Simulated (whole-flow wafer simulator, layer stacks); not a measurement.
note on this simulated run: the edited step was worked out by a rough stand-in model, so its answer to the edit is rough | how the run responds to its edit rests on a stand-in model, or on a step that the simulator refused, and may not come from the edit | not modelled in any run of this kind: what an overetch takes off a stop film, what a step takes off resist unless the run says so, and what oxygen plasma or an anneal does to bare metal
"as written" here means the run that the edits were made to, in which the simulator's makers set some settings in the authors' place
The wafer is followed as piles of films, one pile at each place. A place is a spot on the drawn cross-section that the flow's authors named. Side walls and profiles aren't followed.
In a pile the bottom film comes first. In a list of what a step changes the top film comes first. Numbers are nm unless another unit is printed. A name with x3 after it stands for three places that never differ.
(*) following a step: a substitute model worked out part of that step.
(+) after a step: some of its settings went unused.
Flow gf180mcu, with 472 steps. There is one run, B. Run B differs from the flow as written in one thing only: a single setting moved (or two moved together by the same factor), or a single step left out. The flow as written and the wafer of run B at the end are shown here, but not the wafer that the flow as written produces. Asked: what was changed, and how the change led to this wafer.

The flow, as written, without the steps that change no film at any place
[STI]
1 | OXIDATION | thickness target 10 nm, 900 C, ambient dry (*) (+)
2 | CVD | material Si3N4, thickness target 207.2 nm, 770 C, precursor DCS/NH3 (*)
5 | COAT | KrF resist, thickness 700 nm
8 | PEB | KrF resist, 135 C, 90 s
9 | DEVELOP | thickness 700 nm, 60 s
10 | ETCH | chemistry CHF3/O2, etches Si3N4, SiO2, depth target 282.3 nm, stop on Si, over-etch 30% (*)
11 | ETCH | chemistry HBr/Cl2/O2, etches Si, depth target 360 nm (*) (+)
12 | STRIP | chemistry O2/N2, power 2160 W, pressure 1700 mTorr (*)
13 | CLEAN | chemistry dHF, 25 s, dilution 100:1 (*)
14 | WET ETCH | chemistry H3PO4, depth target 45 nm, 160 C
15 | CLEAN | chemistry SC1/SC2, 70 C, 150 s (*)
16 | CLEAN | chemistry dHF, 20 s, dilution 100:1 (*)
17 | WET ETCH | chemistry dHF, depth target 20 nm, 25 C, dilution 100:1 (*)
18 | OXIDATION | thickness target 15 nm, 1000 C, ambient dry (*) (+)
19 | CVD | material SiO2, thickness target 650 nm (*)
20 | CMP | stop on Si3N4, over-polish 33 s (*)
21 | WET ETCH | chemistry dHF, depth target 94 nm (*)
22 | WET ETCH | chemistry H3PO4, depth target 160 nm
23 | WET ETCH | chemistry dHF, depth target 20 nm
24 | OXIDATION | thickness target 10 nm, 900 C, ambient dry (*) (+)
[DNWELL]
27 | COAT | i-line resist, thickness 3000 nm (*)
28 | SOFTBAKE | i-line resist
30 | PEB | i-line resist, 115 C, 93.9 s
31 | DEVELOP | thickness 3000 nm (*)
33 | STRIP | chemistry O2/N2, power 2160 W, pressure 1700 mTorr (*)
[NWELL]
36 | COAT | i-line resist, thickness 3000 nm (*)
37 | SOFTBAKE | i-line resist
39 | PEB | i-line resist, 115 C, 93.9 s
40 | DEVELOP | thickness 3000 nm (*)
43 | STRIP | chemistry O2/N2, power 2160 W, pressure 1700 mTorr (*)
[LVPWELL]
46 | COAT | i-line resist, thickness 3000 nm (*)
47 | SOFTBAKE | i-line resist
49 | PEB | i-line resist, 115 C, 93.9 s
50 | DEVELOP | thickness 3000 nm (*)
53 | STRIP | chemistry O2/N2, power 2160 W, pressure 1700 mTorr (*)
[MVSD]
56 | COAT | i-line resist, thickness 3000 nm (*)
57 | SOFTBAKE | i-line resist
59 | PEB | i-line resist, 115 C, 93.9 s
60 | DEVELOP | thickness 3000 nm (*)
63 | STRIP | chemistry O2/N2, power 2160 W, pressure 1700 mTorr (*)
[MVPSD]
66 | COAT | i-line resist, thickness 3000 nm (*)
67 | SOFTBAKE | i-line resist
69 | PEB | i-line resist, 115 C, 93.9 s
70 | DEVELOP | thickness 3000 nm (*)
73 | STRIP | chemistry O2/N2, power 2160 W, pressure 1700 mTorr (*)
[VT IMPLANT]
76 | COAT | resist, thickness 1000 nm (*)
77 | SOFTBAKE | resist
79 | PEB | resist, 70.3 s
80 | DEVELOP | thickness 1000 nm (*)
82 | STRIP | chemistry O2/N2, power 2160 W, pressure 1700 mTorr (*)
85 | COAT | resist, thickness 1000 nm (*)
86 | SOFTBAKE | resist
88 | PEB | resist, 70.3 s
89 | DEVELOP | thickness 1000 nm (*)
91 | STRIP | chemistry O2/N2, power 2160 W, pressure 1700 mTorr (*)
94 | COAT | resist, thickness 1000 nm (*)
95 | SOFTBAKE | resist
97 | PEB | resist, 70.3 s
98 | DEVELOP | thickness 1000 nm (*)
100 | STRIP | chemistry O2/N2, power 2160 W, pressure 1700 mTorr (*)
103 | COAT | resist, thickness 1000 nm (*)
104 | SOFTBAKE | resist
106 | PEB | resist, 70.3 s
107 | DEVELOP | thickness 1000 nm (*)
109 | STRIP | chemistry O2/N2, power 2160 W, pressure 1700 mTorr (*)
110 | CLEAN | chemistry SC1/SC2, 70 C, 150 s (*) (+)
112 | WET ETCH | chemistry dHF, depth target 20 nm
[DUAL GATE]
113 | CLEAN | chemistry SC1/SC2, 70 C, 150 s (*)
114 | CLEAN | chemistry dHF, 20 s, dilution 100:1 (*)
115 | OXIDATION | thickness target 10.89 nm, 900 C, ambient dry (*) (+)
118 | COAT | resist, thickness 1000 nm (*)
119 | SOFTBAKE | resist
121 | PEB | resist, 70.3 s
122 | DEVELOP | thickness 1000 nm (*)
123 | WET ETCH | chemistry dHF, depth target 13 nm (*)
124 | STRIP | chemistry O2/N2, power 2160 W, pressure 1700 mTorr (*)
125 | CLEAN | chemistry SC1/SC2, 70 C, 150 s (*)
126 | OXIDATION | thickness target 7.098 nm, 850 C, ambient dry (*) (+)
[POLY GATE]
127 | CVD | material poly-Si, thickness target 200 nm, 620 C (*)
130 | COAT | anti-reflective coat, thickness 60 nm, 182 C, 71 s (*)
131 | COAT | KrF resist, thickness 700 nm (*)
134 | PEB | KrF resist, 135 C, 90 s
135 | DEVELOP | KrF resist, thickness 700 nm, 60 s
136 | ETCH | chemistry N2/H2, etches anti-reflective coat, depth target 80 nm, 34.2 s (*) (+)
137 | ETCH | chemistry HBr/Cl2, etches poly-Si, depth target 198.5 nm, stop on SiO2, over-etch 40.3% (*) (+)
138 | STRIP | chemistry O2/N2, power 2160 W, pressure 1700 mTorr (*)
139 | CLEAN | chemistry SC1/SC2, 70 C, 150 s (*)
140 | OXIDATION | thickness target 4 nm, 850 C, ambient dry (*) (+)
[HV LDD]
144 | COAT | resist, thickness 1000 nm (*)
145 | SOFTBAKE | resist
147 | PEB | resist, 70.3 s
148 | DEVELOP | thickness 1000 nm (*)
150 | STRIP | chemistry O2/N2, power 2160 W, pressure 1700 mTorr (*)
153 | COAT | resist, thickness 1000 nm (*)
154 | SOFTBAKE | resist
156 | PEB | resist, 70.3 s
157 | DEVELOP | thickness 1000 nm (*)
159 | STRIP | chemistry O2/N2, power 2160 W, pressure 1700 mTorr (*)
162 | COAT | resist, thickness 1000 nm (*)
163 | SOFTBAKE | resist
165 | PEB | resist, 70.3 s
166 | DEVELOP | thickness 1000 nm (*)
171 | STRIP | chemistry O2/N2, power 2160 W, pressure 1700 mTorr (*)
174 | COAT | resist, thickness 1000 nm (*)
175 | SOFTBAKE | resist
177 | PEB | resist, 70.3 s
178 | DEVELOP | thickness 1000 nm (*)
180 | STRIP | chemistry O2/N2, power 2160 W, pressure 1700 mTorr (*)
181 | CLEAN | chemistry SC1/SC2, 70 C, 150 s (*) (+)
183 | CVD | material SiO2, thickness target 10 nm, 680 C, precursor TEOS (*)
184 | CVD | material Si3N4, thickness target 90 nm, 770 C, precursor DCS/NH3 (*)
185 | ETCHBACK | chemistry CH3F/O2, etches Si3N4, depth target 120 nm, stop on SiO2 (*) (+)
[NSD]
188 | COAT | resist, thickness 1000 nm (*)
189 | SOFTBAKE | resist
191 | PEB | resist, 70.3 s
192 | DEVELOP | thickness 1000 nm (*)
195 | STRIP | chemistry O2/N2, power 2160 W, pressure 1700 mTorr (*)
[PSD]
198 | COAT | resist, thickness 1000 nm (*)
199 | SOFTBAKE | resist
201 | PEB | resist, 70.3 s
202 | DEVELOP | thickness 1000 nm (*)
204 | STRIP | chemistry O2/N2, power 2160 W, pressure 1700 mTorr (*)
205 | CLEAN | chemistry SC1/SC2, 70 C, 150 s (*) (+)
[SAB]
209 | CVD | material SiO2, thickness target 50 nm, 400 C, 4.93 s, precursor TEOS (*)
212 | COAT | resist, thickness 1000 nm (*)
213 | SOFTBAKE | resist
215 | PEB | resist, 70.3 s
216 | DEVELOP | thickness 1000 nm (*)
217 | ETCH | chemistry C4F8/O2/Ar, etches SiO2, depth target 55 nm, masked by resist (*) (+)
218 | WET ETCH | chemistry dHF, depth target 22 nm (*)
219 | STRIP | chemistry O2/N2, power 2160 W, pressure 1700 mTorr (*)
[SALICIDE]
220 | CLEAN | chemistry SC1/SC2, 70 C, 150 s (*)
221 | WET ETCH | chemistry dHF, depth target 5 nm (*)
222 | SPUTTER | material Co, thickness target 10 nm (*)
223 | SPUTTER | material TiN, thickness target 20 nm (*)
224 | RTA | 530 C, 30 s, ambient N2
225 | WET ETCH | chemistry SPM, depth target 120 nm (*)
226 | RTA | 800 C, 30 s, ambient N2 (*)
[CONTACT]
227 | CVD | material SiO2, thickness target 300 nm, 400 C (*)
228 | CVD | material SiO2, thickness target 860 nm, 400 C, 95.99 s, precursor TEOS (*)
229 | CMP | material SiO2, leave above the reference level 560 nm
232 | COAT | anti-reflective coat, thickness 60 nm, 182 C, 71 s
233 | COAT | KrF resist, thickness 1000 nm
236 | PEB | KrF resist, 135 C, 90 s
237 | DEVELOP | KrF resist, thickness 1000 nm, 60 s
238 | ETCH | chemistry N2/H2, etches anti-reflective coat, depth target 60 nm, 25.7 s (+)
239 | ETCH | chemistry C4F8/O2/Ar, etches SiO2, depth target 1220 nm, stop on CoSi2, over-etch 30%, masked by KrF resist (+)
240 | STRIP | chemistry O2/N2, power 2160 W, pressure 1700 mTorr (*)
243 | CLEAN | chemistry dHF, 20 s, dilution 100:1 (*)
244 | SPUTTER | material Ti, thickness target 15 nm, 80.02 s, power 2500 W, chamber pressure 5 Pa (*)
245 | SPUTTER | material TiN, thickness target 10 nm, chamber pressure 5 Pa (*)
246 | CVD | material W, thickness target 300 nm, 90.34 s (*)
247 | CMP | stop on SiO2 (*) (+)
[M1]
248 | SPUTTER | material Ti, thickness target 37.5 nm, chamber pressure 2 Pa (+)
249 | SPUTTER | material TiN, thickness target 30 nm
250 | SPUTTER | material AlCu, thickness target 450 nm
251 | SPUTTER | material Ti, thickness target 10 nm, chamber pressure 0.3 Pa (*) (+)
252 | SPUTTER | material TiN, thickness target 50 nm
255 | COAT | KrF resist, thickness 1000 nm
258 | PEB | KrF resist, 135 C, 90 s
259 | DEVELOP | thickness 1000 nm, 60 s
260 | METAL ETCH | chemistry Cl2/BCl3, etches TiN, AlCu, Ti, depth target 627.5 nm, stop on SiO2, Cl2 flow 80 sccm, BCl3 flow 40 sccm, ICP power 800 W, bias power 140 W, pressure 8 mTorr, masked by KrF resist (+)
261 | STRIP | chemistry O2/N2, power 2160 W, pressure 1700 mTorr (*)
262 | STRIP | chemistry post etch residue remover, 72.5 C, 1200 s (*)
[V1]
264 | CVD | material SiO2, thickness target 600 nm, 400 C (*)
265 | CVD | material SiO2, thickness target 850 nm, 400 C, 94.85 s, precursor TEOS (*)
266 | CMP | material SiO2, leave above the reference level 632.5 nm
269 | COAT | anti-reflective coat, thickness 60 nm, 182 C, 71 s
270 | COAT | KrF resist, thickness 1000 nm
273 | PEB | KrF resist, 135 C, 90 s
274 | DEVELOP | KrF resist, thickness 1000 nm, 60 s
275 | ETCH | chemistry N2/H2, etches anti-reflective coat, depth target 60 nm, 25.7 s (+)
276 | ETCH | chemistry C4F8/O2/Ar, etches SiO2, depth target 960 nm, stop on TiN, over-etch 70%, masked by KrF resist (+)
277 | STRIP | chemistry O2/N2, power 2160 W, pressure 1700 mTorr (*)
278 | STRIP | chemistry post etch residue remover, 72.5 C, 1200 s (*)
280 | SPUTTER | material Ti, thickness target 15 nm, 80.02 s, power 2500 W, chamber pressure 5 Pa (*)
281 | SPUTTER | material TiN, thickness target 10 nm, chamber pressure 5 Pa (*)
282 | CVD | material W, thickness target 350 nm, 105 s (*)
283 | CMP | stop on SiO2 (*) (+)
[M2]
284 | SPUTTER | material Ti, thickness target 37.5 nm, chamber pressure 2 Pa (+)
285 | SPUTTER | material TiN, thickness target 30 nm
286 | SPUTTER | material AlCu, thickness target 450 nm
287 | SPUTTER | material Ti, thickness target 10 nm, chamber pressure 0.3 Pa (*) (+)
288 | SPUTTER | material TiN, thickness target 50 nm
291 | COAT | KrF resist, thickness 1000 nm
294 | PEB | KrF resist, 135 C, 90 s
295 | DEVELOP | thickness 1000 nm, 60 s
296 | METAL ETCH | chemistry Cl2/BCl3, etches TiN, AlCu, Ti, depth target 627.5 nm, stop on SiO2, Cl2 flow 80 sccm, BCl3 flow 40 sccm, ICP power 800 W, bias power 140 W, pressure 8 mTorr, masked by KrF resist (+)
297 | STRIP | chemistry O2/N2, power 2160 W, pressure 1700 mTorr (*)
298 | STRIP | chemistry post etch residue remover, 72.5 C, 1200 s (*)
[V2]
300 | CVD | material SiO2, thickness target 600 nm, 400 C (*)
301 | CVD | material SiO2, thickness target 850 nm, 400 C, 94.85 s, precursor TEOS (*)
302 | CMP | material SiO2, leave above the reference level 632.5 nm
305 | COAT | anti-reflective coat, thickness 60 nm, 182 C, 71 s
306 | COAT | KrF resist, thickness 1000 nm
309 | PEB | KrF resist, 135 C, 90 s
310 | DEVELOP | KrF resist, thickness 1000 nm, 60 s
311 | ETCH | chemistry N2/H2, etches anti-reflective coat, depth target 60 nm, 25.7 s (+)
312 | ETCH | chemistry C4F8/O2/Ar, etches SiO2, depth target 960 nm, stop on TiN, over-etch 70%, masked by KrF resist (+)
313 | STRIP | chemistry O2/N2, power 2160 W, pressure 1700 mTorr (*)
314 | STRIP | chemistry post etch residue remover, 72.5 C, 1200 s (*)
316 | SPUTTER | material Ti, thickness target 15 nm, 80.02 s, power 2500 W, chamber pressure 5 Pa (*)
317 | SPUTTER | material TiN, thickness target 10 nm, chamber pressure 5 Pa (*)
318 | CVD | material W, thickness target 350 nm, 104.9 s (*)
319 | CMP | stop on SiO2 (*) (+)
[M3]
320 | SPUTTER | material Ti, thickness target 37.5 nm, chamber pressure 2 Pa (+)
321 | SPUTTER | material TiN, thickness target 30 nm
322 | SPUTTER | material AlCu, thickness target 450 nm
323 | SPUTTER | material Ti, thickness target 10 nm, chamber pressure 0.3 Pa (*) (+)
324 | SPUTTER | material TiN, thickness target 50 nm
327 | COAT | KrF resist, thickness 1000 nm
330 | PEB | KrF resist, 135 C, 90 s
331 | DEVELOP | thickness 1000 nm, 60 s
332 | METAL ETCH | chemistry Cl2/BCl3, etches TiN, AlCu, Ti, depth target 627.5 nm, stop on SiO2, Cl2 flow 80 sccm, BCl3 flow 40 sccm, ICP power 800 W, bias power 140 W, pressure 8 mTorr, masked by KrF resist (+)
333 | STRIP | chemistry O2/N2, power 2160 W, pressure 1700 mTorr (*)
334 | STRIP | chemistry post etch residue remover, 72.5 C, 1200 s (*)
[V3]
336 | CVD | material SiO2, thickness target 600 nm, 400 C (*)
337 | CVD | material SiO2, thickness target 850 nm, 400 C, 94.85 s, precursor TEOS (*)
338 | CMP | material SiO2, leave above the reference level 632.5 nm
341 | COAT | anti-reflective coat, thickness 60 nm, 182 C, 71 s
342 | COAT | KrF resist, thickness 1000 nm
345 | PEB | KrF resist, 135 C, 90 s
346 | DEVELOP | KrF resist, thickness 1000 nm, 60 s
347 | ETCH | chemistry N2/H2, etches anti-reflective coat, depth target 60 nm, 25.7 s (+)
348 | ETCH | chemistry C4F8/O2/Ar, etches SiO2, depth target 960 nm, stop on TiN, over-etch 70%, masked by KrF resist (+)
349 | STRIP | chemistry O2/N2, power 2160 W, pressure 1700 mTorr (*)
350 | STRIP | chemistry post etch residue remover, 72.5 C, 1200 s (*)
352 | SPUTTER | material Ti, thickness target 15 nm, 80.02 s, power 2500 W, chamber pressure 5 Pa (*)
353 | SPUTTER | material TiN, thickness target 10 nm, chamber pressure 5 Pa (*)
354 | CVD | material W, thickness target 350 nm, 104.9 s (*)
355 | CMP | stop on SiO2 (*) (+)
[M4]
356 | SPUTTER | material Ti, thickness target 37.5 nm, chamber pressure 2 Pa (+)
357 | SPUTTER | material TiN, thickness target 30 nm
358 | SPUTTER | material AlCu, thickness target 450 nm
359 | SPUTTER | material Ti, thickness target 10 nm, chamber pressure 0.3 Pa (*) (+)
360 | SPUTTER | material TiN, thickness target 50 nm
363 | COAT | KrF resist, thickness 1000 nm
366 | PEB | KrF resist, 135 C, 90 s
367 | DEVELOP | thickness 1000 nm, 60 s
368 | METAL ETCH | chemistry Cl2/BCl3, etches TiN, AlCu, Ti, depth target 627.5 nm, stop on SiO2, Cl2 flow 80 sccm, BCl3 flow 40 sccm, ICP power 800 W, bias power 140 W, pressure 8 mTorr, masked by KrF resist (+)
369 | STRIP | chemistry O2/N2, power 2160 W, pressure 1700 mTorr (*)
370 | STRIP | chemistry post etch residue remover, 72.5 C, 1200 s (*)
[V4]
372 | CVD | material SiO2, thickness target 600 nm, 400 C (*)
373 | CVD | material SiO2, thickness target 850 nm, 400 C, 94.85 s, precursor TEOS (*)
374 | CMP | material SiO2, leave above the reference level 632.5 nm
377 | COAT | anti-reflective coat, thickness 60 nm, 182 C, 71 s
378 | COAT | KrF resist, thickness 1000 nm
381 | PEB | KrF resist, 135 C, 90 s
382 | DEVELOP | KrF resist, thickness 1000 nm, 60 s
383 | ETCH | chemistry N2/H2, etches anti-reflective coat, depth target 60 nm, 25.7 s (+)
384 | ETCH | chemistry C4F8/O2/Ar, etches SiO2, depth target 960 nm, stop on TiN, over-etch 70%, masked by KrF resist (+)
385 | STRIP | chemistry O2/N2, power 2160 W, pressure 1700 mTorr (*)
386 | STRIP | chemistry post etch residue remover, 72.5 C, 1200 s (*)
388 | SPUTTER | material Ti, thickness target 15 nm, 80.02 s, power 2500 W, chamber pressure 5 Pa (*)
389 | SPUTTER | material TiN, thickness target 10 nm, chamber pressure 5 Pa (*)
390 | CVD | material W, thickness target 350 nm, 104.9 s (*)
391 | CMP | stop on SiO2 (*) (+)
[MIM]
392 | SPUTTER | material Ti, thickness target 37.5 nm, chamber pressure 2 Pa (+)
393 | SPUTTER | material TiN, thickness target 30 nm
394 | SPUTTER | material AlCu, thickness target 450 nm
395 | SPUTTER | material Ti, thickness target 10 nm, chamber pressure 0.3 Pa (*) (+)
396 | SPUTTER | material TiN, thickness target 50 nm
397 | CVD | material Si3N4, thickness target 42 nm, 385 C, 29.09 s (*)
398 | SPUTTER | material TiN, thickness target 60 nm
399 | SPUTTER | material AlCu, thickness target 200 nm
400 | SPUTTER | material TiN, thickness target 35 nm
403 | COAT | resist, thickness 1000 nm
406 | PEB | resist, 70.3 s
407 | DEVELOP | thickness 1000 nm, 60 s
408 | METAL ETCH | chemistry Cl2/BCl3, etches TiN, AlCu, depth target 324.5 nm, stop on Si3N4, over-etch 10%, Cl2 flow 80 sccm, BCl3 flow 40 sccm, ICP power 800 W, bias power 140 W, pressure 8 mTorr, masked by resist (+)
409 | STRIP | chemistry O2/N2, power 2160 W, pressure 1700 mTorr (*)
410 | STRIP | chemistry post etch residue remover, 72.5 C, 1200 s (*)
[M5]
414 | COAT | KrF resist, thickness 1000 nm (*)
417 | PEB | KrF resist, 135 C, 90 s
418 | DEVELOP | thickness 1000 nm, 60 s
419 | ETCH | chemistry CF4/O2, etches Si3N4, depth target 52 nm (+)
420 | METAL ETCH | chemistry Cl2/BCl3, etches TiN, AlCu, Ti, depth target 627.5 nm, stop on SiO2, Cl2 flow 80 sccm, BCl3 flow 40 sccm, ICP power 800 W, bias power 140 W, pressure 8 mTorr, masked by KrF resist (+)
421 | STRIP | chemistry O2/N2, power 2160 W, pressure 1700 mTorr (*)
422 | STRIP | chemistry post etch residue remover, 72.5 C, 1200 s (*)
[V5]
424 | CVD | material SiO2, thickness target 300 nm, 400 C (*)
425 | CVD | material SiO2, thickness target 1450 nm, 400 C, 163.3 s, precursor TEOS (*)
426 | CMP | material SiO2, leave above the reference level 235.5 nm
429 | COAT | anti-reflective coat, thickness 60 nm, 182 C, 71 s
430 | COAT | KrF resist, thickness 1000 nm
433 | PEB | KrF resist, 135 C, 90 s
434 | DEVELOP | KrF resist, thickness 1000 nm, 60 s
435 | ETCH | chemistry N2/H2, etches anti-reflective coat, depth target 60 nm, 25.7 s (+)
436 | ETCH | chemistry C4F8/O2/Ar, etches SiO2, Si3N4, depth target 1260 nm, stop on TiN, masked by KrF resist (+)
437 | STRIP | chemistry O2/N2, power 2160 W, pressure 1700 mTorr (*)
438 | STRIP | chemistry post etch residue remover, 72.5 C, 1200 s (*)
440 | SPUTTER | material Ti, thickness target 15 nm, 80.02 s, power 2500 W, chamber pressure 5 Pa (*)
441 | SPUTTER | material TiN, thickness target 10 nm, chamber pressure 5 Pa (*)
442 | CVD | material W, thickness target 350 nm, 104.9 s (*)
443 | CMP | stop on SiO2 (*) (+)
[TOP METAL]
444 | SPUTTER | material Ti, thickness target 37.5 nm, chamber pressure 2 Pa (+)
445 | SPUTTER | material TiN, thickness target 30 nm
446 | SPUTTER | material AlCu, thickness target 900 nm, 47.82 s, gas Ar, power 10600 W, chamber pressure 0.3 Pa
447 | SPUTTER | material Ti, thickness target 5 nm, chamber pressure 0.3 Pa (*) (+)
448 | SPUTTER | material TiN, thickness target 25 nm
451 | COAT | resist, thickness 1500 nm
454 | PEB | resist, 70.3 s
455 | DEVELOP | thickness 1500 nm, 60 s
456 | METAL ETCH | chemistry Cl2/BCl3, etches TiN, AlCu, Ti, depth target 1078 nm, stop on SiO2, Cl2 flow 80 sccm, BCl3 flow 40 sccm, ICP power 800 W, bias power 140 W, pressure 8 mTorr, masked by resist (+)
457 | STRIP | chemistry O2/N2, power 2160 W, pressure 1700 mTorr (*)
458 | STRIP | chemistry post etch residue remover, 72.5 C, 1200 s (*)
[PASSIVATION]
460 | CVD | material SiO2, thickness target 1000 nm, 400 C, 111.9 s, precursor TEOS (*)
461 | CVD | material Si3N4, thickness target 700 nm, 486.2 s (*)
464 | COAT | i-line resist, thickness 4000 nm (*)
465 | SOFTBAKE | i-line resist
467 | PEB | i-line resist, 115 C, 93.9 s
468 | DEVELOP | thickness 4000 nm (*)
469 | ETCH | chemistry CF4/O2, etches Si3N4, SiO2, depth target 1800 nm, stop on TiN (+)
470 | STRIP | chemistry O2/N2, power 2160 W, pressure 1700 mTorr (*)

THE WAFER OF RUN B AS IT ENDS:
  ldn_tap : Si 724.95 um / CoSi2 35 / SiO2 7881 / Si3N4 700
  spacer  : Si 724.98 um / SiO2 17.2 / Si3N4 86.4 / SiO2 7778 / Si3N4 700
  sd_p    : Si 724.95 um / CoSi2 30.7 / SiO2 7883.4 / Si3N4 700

What caused this: step 209, CVD: thickness target 71.2 nm was run, while the flow as written has thickness target 50 nm; step 209, CVD: 7.025 s was run, where the flow has 4.93 s.

Step by step, how the change led to this:
  209 | CVD | material SiO2, thickness target 50 nm, 400 C, 4.93 s, precursor TEOS (*)
      field, field__w7, field__w8 and 73 more: +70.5 SiO2 (it would be, as written: +50 SiO2)
      field_sub__w1, field_sub__w3, field_sub__w4, field_sub__w5, ld_drift_n, nplus_u: +69 SiO2 (it would be, as written: +48.9 SiO2)
      (also at 27 further places)
  217 | ETCH | chemistry C4F8/O2/Ar, etches SiO2, depth target 55 nm, masked by resist (*) (+)
      spacer: -55 SiO2 (it would be, as written: -50 SiO2 (all of it), -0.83 Si3N4)
  218 | WET ETCH | chemistry dHF, depth target 22 nm (*)
      ldn_tap, ldn_src, ldn_drn, ldp_tap, ldp_src, ldp_drn, ldp_gr: -35.3 SiO2 (it would be, as written: -16 SiO2 (all of it))
      ld_drn_n, ld_sd_p: -34.1 SiO2 (it would be, as written: -14.8 SiO2 (all of it))
      (also at 91 further places)
  219 | STRIP | chemistry O2/N2, power 2160 W, pressure 1700 mTorr (*)
      active_hv, active_nat, ld_sd_n and 10 more: nothing (it would be, as written: +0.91 chemical SiO2 (new film), -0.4 Si)
  220 | CLEAN | chemistry SC1/SC2, 70 C, 150 s (*)
      ld_sd_n: -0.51 SiO2 (all of it) (it would be, as written: -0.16 chemical SiO2, -0.23 Si)
  221 | WET ETCH | chemistry dHF, depth target 5 nm (*)
      ldn_tap, ldn_src, ldn_drn, ldp_tap, ldp_src, ldp_drn, ldp_gr: -0.85 SiO2 (all of it) (it would be, as written: -0.76 chemical SiO2 (all of it))
      active_hv: -0.55 SiO2 (all of it) (it would be, as written: -0.76 chemical SiO2 (all of it))
      (also at 5 further places)
  223 | SPUTTER | material TiN, thickness target 20 nm (*)
      field__w12: +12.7 TiN (new film) (it would be, as written: +12 TiN (new film))
      sd_p: +17.2 TiN (new film) (it would be, as written: +17.9 TiN (new film))
      (also at 1 further place)
  224 | RTA | 530 C, 30 s, ambient N2
      sd_p: under 1 film: +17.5 CoSi (new film), -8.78 Co (all of it), -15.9 Si (it would be, as written: under 1 film: +18.1 CoSi (new film), -9.09 Co (all of it), -16.5 Si)
  225 | WET ETCH | chemistry SPM, depth target 120 nm (*)
      field__w12: -12.7 TiN (all of it), -6.44 Co (all of it) (it would be, as written: -12 TiN (all of it), -6.15 Co (all of it))
      sd_p: -17.2 TiN (all of it) (it would be, as written: -17.9 TiN (all of it))
      (also at 1 further place)
  226 | RTA | 800 C, 30 s, ambient N2 (*)
      sd_p: +30.7 CoSi2 (new film), -17.5 CoSi (all of it), -15.9 Si (it would be, as written: +31.8 CoSi2 (new film), -18.1 CoSi (all of it), -16.5 Si)
  229 | CMP | material SiO2, leave above the reference level 560 nm
      ldn_sep__w1, ldn_sep__w2, ldn_dft and 8 more: -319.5 SiO2 (it would be, as written: -311 SiO2)
      sti, mim_1p0, pad, dice_street, iso_nw_fld, iso_fld_sub: -305.3 SiO2 (it would be, as written: -296.8 SiO2)
      (also at 43 further places)
